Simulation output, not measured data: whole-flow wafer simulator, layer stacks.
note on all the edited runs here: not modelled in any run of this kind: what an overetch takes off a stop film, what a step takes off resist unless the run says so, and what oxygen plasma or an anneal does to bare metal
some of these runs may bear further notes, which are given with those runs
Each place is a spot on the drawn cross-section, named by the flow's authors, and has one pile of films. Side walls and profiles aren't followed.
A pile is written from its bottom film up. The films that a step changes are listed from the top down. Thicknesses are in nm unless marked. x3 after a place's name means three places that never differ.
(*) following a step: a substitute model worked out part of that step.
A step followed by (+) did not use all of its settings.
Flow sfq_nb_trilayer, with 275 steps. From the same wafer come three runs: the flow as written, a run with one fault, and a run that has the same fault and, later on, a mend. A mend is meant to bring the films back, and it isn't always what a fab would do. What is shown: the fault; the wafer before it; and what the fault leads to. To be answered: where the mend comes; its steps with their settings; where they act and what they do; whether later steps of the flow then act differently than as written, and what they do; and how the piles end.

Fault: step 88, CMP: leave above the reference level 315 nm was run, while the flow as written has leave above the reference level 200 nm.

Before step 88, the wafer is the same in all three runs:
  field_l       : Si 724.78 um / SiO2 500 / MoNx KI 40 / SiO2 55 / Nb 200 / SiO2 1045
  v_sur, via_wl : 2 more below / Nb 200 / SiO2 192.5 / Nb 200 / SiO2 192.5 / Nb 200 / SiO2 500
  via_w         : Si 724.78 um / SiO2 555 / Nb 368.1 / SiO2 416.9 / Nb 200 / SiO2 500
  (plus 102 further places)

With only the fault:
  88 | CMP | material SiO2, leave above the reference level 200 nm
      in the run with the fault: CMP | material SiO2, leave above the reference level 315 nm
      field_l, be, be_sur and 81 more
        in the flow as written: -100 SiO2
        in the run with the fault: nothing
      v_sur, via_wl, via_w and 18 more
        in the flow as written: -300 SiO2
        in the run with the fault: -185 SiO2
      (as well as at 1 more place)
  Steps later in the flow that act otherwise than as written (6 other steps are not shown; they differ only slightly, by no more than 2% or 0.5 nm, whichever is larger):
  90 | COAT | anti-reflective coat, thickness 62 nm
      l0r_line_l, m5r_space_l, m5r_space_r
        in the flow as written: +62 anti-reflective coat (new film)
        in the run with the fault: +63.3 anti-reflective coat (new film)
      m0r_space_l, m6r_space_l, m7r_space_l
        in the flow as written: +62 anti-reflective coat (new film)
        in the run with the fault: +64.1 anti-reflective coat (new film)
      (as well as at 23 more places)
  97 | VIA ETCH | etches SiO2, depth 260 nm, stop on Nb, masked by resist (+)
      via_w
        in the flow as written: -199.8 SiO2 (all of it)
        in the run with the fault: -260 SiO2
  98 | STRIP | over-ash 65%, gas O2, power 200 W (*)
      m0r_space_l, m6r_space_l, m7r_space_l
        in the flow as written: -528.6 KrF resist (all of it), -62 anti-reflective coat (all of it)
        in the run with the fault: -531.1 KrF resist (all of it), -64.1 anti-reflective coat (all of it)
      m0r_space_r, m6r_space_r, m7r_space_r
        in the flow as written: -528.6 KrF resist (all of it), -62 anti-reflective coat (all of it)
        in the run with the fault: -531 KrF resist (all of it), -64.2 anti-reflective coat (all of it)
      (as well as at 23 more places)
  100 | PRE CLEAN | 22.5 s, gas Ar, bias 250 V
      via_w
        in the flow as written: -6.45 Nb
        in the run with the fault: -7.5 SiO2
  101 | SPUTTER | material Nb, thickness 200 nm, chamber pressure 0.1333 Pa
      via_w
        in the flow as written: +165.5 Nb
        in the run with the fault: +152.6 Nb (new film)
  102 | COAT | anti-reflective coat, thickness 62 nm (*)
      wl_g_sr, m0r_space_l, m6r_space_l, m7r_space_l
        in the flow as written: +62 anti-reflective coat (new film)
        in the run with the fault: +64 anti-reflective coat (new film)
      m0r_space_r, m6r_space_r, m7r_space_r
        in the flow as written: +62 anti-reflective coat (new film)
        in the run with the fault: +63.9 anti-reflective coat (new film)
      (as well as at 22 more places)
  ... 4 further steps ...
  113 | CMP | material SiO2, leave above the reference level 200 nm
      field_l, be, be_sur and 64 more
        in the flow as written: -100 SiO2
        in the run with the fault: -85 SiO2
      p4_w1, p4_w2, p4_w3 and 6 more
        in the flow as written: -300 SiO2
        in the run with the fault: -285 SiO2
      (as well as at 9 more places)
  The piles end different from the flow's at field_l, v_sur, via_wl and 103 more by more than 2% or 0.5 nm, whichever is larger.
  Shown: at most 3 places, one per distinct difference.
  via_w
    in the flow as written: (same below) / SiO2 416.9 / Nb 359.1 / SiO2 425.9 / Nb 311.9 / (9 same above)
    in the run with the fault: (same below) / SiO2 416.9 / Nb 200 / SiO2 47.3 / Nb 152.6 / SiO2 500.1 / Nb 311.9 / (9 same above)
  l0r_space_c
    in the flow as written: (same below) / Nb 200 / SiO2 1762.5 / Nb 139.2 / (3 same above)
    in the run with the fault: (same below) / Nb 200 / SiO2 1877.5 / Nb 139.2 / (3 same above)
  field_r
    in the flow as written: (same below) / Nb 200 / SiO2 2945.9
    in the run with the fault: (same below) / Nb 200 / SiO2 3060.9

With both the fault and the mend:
  After step 89 comes the mend.
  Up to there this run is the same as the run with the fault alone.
  89a | CMP | material SiO2, leave above the reference level 200 nm (the flow's step 88 again)
      field_l, be, be_sur and 81 more
        -100 SiO2
      v_sur, via_wl, via_w and 19 more
        -115 SiO2
  Later steps of the flow that are run all act as written at every place that is followed.
  The piles end the same as the flow's at every place that both follow.
